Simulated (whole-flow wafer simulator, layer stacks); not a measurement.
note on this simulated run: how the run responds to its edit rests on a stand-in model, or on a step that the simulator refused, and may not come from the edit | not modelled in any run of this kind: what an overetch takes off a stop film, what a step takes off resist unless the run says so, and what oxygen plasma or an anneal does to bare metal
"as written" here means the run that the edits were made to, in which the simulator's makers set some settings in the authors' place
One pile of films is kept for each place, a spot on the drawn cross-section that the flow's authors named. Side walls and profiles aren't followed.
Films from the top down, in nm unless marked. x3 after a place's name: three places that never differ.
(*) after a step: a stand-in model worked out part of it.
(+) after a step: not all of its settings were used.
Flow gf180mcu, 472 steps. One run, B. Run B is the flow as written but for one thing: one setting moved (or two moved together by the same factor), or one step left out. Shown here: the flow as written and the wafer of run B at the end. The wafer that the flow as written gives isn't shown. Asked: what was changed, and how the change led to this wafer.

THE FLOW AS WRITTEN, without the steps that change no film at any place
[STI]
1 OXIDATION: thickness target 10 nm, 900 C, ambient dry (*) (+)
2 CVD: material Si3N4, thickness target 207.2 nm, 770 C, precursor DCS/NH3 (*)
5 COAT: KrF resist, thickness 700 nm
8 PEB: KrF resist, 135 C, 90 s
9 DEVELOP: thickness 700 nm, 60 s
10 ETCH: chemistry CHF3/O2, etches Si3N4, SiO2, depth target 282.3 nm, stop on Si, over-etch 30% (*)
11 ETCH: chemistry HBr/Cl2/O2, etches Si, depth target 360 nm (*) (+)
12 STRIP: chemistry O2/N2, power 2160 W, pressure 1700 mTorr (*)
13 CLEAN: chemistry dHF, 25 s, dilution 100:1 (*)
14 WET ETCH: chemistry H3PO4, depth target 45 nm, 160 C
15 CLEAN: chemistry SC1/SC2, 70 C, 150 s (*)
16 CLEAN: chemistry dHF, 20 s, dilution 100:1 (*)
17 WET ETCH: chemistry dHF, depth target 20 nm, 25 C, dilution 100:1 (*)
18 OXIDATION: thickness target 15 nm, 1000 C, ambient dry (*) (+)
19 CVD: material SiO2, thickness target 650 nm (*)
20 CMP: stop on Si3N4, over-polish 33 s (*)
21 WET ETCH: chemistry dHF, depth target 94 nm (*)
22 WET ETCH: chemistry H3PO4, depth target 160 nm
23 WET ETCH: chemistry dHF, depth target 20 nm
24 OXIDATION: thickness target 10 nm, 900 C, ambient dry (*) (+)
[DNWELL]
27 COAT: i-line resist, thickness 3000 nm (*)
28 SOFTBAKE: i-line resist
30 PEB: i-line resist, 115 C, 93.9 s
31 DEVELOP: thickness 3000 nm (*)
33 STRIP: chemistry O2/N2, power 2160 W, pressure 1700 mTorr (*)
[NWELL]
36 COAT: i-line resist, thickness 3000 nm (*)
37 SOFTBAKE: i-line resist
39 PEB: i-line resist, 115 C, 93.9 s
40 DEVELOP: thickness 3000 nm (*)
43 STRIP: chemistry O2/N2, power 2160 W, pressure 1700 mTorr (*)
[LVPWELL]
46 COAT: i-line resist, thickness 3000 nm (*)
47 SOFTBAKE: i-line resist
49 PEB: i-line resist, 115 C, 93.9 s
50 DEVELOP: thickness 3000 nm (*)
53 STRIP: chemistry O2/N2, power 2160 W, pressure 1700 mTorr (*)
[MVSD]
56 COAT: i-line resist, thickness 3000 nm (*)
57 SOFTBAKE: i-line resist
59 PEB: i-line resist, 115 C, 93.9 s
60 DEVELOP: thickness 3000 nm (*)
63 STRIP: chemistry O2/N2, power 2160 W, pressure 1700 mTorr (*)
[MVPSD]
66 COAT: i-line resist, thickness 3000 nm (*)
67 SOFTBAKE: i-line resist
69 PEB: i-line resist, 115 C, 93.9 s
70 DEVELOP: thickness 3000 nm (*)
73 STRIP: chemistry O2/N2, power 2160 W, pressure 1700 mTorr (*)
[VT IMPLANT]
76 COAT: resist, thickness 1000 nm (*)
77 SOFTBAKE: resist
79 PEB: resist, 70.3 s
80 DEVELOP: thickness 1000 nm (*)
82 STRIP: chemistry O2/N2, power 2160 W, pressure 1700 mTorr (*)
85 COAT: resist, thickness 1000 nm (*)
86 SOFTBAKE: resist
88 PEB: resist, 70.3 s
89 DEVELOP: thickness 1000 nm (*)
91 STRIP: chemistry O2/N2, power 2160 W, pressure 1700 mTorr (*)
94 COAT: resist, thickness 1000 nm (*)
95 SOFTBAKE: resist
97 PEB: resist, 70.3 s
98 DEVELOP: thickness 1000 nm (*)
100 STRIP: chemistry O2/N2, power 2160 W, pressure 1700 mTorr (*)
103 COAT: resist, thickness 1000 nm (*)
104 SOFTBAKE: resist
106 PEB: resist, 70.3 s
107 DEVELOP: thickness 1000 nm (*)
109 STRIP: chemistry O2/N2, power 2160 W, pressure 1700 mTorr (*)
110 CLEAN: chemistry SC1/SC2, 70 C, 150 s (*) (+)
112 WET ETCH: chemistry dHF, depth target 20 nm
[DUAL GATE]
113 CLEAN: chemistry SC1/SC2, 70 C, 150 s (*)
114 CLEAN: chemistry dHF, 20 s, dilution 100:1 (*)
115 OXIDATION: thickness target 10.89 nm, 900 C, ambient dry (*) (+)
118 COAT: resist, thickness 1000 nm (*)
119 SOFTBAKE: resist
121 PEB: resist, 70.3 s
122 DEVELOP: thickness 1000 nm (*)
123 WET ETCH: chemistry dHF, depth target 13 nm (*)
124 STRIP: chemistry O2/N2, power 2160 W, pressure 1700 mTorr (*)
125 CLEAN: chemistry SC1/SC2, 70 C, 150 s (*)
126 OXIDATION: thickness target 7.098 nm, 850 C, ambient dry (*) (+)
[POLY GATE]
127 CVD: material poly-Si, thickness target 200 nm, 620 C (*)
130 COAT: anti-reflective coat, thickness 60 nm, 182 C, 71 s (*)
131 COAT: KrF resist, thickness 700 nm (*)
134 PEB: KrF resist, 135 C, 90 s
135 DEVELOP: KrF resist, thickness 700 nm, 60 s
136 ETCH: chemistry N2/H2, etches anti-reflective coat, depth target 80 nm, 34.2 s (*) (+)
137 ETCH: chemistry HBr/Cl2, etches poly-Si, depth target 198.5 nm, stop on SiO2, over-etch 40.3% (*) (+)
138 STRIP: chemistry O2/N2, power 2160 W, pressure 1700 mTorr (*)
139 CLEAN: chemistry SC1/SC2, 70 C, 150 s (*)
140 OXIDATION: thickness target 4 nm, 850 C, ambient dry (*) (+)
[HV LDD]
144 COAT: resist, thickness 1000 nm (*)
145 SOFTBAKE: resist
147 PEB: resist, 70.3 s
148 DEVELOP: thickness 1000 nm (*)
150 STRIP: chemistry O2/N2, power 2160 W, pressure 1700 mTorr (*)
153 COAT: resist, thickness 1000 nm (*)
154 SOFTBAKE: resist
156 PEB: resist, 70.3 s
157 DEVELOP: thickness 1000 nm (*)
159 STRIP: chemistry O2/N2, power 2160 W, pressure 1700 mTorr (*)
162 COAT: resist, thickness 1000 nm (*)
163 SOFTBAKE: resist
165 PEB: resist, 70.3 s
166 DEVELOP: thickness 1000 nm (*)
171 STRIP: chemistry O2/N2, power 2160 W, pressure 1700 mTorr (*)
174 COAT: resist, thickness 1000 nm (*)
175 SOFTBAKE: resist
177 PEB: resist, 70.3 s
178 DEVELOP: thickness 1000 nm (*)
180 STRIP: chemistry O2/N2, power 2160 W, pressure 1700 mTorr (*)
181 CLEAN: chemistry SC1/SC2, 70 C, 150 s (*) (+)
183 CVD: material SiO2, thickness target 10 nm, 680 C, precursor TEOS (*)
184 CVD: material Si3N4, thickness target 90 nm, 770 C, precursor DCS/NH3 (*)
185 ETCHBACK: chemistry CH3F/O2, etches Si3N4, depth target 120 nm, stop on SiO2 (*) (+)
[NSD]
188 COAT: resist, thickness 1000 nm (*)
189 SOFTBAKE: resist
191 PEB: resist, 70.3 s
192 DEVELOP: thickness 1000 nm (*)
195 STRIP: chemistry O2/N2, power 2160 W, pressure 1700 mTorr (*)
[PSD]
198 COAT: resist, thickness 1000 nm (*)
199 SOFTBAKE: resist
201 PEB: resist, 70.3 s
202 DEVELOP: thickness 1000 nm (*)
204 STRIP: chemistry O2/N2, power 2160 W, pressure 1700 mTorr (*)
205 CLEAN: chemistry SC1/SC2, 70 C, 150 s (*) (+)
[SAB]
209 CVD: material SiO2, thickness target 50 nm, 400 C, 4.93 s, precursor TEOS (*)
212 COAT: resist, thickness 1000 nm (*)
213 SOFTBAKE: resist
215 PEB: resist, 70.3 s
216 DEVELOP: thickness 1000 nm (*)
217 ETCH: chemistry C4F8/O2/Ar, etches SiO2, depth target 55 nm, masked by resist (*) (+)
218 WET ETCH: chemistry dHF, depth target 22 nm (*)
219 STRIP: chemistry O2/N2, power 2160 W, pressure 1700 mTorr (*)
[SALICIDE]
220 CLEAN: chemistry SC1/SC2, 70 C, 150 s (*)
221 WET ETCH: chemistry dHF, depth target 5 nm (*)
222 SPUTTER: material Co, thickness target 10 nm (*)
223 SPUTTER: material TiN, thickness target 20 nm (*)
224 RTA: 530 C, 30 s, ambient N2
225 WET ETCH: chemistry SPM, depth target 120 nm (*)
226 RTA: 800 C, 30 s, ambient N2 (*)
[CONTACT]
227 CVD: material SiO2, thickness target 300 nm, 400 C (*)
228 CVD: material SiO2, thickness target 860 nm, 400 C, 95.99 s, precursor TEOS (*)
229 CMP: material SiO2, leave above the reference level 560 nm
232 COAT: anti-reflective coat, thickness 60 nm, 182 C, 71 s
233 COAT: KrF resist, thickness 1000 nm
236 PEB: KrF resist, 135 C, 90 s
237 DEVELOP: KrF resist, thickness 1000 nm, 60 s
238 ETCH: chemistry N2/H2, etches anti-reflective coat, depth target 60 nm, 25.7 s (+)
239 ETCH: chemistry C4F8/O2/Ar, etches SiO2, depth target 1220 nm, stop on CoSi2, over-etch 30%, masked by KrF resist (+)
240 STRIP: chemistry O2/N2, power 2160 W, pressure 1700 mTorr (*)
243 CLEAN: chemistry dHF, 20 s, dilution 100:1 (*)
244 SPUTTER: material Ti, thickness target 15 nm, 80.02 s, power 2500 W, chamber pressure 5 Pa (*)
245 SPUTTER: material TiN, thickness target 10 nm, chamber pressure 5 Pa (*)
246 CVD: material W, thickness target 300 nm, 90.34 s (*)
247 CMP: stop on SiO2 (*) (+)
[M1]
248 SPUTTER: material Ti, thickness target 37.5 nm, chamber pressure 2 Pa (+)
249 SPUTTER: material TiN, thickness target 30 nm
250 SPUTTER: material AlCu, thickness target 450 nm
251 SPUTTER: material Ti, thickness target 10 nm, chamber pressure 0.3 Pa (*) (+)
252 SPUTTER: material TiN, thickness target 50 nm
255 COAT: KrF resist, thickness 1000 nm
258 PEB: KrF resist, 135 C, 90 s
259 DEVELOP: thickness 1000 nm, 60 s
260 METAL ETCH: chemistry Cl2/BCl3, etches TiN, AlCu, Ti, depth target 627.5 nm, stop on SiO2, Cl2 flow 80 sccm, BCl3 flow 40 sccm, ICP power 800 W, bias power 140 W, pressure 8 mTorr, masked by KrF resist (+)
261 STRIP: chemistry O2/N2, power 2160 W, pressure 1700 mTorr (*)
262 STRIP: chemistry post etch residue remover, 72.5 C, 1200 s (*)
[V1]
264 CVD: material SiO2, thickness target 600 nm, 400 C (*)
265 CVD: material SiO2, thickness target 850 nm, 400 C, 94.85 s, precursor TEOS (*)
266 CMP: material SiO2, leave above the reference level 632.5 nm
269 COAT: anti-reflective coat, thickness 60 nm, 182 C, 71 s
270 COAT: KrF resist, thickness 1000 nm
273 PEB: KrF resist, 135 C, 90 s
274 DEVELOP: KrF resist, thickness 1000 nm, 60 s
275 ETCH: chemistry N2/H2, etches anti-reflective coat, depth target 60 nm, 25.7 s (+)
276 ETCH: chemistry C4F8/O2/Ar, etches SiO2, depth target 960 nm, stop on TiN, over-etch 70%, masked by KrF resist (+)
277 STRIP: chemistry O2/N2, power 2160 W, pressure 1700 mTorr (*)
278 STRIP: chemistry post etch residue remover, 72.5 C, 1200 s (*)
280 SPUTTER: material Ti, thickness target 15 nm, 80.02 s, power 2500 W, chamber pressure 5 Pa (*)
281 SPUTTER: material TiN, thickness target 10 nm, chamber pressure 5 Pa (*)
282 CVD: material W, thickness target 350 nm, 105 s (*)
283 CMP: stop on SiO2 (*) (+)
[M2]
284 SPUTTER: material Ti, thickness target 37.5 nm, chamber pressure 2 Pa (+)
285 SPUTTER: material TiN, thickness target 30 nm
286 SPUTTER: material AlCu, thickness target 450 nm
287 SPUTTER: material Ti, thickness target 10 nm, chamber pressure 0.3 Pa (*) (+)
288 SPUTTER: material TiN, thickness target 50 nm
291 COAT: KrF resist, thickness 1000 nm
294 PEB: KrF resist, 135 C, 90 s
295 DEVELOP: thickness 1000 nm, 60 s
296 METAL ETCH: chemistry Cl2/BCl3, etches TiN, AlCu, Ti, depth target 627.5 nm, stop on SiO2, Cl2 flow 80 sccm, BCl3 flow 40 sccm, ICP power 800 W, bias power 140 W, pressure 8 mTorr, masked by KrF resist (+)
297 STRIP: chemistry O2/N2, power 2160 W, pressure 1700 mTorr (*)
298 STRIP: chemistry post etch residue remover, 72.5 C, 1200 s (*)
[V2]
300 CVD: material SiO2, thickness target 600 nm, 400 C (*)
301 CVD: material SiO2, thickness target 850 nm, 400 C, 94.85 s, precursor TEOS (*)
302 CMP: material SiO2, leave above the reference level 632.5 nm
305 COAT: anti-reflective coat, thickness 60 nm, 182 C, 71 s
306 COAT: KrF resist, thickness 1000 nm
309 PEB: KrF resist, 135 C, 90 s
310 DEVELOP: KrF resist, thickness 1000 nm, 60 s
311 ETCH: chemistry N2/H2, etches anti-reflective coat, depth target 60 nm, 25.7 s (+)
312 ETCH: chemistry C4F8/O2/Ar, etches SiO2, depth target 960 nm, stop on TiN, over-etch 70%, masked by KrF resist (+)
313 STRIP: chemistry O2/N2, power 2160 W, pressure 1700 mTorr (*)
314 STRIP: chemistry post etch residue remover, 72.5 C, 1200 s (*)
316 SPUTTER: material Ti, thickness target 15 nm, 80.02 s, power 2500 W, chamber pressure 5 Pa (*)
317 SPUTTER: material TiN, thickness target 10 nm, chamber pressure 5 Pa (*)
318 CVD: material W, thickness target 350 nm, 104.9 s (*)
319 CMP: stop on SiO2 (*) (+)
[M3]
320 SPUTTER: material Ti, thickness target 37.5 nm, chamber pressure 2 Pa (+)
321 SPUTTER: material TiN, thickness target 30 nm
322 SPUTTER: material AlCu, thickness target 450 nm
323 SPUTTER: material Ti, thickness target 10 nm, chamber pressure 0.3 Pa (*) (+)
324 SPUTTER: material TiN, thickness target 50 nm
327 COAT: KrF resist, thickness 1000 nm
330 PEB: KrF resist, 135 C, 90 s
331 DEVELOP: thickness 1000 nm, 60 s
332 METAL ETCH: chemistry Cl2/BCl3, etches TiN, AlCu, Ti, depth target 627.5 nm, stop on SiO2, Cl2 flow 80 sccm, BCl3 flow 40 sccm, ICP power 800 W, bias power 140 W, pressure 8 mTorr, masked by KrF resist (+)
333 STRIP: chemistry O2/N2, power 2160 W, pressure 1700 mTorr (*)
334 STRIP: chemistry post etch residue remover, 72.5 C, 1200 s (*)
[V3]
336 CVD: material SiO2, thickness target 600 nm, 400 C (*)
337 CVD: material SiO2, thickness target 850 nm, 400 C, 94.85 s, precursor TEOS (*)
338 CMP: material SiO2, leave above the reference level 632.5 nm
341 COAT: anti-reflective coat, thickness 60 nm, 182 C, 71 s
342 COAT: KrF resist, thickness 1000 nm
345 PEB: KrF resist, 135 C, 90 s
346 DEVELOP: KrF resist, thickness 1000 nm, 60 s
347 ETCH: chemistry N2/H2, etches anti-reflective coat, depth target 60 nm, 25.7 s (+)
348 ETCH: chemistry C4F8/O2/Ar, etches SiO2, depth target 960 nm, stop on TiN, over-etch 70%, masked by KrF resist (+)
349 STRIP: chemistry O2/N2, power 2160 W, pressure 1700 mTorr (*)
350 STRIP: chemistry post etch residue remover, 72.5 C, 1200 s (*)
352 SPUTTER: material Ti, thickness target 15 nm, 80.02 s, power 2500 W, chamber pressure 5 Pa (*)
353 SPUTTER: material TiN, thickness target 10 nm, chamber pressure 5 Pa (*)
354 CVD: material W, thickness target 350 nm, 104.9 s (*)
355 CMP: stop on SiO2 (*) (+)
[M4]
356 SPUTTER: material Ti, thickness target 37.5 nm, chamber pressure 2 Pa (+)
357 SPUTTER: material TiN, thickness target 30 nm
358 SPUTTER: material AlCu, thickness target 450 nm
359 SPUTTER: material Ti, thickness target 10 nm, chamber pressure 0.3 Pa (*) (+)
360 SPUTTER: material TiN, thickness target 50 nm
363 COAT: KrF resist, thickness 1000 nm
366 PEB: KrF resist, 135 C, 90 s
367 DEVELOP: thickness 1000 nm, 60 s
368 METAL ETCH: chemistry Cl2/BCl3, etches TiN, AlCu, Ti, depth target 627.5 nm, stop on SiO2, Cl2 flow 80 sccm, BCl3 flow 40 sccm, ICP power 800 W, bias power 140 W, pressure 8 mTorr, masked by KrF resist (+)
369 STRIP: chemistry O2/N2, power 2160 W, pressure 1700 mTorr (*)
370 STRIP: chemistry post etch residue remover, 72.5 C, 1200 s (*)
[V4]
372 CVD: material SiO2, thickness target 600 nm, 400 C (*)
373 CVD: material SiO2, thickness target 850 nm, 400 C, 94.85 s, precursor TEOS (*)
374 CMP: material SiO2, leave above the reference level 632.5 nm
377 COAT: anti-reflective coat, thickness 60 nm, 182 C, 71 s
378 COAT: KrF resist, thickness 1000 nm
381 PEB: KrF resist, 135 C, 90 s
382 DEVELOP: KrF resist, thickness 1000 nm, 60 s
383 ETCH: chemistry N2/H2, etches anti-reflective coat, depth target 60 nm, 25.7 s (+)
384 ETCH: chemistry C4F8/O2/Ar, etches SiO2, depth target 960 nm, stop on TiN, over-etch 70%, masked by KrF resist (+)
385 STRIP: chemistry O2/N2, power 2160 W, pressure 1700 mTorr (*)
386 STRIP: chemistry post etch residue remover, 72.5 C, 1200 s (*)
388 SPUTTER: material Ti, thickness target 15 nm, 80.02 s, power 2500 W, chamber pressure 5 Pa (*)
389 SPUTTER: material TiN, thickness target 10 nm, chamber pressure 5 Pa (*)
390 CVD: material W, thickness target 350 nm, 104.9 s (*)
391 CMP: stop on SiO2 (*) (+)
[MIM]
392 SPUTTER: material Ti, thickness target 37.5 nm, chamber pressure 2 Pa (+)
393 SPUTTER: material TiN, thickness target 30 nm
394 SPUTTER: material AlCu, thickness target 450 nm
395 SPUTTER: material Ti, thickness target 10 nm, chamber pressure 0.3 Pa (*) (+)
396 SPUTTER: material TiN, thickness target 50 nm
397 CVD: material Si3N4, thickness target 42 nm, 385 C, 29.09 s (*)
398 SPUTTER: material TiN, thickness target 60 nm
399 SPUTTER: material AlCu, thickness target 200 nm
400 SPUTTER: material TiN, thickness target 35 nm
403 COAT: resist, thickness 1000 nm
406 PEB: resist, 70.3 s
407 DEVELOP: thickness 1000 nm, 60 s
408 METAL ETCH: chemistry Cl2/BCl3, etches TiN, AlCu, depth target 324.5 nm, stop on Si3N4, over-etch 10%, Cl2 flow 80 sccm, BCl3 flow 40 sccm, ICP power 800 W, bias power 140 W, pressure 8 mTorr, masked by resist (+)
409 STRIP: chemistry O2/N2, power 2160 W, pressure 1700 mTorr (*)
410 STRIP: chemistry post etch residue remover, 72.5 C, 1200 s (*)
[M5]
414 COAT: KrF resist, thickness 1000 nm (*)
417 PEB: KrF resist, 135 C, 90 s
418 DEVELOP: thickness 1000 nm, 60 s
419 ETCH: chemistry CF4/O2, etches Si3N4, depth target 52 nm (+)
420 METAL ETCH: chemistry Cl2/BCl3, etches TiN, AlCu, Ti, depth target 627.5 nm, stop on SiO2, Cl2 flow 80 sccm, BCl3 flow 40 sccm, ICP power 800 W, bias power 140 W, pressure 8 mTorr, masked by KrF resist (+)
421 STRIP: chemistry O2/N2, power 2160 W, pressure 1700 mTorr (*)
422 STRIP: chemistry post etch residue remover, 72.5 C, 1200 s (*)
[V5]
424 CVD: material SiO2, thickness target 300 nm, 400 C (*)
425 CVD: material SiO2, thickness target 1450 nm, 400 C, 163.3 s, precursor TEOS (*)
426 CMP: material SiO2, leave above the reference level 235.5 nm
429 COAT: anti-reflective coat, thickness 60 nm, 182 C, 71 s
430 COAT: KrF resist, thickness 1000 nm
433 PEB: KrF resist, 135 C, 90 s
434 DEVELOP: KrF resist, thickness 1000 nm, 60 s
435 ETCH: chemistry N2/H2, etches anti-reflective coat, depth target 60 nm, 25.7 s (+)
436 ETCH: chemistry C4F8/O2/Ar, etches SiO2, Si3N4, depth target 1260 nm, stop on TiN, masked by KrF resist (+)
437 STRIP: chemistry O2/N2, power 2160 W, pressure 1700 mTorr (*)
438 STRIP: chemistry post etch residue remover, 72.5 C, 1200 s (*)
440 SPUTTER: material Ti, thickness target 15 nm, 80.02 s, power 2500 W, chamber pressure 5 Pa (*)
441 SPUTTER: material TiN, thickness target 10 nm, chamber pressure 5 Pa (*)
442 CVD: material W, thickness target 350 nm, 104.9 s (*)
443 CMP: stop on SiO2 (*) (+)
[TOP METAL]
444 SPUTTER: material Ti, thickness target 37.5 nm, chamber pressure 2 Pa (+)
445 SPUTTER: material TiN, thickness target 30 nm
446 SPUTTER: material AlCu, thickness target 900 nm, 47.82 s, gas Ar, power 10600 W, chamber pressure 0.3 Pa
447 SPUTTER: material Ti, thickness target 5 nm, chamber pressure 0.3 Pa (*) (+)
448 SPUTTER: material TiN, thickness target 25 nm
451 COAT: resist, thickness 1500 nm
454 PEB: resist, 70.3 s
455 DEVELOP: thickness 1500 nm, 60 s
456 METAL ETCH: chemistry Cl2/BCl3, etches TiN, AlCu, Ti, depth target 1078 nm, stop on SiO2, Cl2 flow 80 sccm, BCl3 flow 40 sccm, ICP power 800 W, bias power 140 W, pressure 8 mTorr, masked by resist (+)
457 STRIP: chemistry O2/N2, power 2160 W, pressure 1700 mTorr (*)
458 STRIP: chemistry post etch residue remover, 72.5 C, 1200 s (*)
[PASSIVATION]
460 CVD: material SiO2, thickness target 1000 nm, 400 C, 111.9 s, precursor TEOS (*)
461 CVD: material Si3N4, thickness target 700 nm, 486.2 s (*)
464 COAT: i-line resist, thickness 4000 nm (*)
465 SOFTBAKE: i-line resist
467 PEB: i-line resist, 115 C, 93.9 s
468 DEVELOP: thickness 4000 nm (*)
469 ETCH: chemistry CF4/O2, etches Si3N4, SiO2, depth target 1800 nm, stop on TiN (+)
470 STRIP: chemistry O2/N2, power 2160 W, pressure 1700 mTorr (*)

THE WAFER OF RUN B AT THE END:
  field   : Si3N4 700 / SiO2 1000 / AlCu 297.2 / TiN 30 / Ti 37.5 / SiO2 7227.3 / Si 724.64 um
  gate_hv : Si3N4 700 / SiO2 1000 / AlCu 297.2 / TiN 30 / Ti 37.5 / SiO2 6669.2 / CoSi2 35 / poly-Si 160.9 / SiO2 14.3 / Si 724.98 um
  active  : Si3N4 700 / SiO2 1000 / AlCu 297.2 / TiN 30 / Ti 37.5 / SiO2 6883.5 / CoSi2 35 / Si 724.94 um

The cause: step 446, SPUTTER: 71.25 s was run, where the flow has 47.82 s.

How the change led to this, step by step:
  446 SPUTTER: material AlCu, thickness target 900 nm, 47.82 s, gas Ar, power 10600 W, chamber pressure 0.3 Pa
      field, field__w1, field__w2 and 109 more: AlCu +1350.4 (new film) (as written it would be: AlCu +900 (new film))
  456 METAL ETCH: chemistry Cl2/BCl3, etches TiN, AlCu, Ti, depth target 1078 nm, stop on SiO2, Cl2 flow 80 sccm, BCl3 flow 40 sccm, ICP power 800 W, bias power 140 W, pressure 8 mTorr, masked by resist (+)
      field, field__w1, field__w2 and 103 more: TiN -25 (all of it), Ti -5 (all of it), AlCu -1047.5 (as written it would be: TiN -25 (all of it), Ti -5 (all of it), AlCu -900 (all of it), TiN -30 (all of it), Ti -37.5 (all of it))
  458 STRIP: chemistry post etch residue remover, 72.5 C, 1200 s (*)
      field, field__w1, field__w2 and 103 more: AlCu -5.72 (as written it would be: nothing)
  460 CVD: material SiO2, thickness target 1000 nm, 400 C, 111.9 s, precursor TEOS (*)
      field, field__w1, field__w2 and 103 more: SiO2 +1000 (new film) (as written it would be: SiO2 +1000)
  464 COAT: i-line resist, thickness 4000 nm (*)
      field__w8: i-line resist +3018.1 (new film) (as written it would be: i-line resist +3093.1 (new film))
      contact: i-line resist +3059.2 (new film) (as written it would be: i-line resist +3153.6 (new film))
      (and at 4 more places)
  465 SOFTBAKE: i-line resist
      ld_acc_p, ld_fp_p, ld_drift_p: i-line resist +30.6 (as written it would be: i-line resist +33.8)
      field__w1: i-line resist -16 (as written it would be: i-line resist -14.6)
      (and at 56 more places)
  467 PEB: i-line resist, 115 C, 93.9 s
      field__w8, m1__w1: i-line resist -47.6 (as written it would be: i-line resist -49.2)
      contact, m1: i-line resist -47.9 (as written it would be: i-line resist -49.6)
      (and at 2 more places)
  468 DEVELOP: thickness 4000 nm (*)
      pad: i-line resist -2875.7 (all of it) (as written it would be: i-line resist -2960.4 (all of it))
  470 STRIP: chemistry O2/N2, power 2160 W, pressure 1700 mTorr (*)
      field__w8: i-line resist -1694 (all of it) (as written it would be: i-line resist -1775.9 (all of it))
      contact: i-line resist -1709.2 (all of it) (as written it would be: i-line resist -1798.3 (all of it))
      (and at 3 more places)
Counting metal films that touch as one body, field has 1 body; the flow as written gives 0 bodies.
Counting metal films that touch as one body, gate_hv has 2 bodies (between them, from the top down: SiO2 6669.2); the flow as written gives 1 body.
Counting metal films that touch as one body, active has 2 bodies (between them, from the top down: SiO2 6883.5); the flow as written gives 1 body.
